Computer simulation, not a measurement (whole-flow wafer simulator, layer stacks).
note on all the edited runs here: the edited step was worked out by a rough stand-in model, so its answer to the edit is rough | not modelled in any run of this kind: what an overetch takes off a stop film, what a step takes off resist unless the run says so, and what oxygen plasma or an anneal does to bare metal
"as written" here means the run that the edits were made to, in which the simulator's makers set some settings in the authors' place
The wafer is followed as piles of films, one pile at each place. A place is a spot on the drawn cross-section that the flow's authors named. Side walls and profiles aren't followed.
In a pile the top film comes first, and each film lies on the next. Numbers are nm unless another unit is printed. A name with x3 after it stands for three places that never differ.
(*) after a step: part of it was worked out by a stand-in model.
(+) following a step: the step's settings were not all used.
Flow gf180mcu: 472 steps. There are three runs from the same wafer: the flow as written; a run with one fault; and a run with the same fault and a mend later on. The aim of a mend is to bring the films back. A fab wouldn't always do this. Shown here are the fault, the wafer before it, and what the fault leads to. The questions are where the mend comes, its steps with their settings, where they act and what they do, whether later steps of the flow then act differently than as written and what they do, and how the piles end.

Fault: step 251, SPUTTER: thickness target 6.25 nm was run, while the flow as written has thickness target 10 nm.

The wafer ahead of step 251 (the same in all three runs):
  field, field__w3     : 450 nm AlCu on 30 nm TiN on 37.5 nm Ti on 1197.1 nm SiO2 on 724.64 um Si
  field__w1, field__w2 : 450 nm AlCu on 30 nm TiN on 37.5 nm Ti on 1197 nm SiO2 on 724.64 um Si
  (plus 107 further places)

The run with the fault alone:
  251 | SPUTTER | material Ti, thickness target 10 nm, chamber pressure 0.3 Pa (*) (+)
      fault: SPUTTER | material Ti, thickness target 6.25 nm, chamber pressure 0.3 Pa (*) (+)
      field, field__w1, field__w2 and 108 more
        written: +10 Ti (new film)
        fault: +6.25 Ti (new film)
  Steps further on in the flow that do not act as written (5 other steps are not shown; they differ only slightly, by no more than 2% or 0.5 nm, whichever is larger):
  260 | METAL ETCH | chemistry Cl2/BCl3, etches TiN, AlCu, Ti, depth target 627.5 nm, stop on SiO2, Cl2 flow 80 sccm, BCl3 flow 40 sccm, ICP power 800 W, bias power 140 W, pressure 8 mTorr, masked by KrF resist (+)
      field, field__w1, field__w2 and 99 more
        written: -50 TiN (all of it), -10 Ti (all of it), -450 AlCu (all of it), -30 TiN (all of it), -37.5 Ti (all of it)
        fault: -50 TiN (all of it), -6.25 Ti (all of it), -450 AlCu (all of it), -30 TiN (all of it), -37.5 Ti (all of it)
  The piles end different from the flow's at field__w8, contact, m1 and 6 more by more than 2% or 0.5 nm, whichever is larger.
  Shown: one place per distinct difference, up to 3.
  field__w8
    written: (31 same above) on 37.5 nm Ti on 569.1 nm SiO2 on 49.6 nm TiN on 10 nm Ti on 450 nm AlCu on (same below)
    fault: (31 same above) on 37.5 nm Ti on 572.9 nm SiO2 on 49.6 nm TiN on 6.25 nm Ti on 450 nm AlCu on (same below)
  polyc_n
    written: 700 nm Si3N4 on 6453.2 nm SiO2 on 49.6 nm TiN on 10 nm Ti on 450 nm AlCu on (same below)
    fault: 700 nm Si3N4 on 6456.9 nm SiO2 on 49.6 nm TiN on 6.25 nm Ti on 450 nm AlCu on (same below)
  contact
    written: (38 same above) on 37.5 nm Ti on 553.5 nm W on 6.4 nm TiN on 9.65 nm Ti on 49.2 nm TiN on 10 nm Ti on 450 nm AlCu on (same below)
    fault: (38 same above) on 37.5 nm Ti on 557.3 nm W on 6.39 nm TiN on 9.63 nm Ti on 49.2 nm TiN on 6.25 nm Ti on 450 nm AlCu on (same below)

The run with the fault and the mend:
  After step 251 comes the mend.
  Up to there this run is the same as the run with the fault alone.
  251a | SPUTTER | material Ti, thickness target 3.75 nm, chamber pressure 0.3 Pa (*) (+) (a further turn of the flow's step 251, with different settings)
      field, field__w1, field__w2 and 108 more
        +3.75 Ti
  Every later step of the flow that is run acts as written at every place that is followed.
  By the end, the piles equal the flow's at every place that both follow.
